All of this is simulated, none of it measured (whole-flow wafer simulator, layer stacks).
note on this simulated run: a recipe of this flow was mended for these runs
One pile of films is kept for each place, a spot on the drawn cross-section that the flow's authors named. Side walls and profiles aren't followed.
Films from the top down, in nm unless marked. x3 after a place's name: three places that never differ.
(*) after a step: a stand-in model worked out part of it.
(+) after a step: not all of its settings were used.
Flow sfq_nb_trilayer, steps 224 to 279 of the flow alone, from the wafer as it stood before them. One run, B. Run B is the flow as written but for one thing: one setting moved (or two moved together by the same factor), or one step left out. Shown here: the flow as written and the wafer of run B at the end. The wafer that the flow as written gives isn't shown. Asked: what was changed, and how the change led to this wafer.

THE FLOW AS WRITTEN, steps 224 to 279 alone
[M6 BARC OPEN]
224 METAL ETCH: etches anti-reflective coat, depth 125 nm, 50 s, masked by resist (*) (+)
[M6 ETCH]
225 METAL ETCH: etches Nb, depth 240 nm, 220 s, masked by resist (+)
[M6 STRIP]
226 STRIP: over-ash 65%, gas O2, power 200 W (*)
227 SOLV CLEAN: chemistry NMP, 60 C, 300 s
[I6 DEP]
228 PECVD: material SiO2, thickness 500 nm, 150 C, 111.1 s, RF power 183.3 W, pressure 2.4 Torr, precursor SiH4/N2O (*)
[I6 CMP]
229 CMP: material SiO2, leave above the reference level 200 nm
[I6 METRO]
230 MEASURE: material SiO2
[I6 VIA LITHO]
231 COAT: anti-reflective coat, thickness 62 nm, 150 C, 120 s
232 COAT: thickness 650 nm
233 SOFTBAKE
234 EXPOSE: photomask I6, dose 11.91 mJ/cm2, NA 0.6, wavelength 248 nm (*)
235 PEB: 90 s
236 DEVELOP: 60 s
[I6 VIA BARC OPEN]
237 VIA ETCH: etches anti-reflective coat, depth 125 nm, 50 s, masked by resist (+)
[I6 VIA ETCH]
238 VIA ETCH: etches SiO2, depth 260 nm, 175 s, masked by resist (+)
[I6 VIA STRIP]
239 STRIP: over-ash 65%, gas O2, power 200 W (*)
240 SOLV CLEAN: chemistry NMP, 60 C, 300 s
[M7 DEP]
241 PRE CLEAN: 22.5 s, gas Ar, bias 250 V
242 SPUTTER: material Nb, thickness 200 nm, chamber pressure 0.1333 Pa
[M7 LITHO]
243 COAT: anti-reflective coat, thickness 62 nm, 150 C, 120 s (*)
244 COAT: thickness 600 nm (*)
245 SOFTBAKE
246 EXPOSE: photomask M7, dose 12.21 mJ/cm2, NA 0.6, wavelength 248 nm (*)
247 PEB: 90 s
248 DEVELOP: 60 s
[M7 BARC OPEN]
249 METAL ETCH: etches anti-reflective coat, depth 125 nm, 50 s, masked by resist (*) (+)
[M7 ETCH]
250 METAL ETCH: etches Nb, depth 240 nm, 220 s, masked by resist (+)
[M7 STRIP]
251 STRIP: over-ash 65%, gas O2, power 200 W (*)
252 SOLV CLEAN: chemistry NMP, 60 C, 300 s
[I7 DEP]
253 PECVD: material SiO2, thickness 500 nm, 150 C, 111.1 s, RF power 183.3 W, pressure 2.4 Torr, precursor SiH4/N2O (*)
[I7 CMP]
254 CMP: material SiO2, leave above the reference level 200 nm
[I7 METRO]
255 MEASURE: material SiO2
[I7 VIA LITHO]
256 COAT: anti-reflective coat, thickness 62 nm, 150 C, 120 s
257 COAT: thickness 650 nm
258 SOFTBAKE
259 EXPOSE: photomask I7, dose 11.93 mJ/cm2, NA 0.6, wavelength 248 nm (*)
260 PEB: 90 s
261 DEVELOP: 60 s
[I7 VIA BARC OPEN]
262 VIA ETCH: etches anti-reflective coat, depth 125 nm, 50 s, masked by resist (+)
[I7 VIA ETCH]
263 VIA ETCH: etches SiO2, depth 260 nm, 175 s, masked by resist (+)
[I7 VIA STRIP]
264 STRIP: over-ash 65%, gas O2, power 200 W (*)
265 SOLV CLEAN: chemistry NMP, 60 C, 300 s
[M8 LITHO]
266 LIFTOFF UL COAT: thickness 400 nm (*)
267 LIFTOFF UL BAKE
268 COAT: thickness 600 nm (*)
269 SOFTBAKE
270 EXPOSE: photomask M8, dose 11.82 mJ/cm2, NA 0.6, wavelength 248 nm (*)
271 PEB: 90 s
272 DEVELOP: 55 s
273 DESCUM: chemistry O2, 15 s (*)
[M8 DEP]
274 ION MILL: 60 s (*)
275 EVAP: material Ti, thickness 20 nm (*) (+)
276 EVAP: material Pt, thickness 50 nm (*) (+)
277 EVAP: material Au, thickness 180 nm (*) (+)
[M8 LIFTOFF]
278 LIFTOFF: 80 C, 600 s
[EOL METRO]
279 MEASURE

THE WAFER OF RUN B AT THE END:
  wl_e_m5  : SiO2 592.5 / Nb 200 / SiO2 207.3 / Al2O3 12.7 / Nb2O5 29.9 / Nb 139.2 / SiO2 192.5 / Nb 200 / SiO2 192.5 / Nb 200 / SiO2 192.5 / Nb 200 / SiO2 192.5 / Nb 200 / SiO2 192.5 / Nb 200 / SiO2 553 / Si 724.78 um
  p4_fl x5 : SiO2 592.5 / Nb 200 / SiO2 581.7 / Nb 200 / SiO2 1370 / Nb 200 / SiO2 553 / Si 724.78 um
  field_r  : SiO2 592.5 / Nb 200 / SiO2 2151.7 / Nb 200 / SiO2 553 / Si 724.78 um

The cause: step 225, METAL ETCH: etches Nb, depth 240 nm, 220 s, masked by resist (+), was left out.

How the change led to this, step by step:
  226 STRIP: over-ash 65%, gas O2, power 200 W (*)
      wl_j_sl, wl_j_sr: KrF-resist-other-grade -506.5 (all of it), anti-reflective coat -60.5 (all of it) (as written it would be: KrF-resist-other-grade -365.3 (all of it), anti-reflective coat -60.5 (all of it))
      m6r_line_l x2: KrF-resist-other-grade -505.8 (all of it), anti-reflective coat -62 (all of it) (as written it would be: KrF-resist-other-grade -364.6 (all of it), anti-reflective coat -62 (all of it))
      (and at 23 more places)
  228 PECVD: material SiO2, thickness 500 nm, 150 C, 111.1 s, RF power 183.3 W, pressure 2.4 Torr, precursor SiH4/N2O (*)
      field_l, p4_fl x5, p4_w1 x9 and 50 more: SiO2 +500 (new film) (as written it would be: SiO2 +500)
      moat, field_r, lsp_l, ln_m5, lsp_m: SiO2 +500 (new film) (as written it would be: SiO2 +493.5)
      (and at 9 more places)
  229 CMP: material SiO2, leave above the reference level 200 nm
      field_l, p4_fl x5, p4_w1 x9 and 47 more: SiO2 -300 (as written it would be: SiO2 -96)
      moat, field_r, lsp_l, ln_m5, lsp_m: SiO2 -300 (as written it would be: SiO2 -89.5)
      (and at 12 more places)
Counting metal films that touch as one body, wl_e_m5 has 7 bodies (between them, from the top down: SiO2 207.3 / Al2O3 12.7 / Nb2O5 29.9; SiO2 192.5; SiO2 192.5; SiO2 192.5; SiO2 192.5; SiO2 192.5); the flow as written gives 6 bodies (between them, from the top down: SiO2 192.5; SiO2 192.5; SiO2 192.5; SiO2 192.5; SiO2 192.5).
Counting metal films that touch as one body, p4_fl x5 has 3 bodies (between them, from the top down: SiO2 581.7; SiO2 1370); the flow as written gives 2 bodies (between them, from the top down: SiO2 1370).
Counting metal films that touch as one body, field_r has 2 bodies (between them, from the top down: SiO2 2151.7); the flow as written gives 1 body.
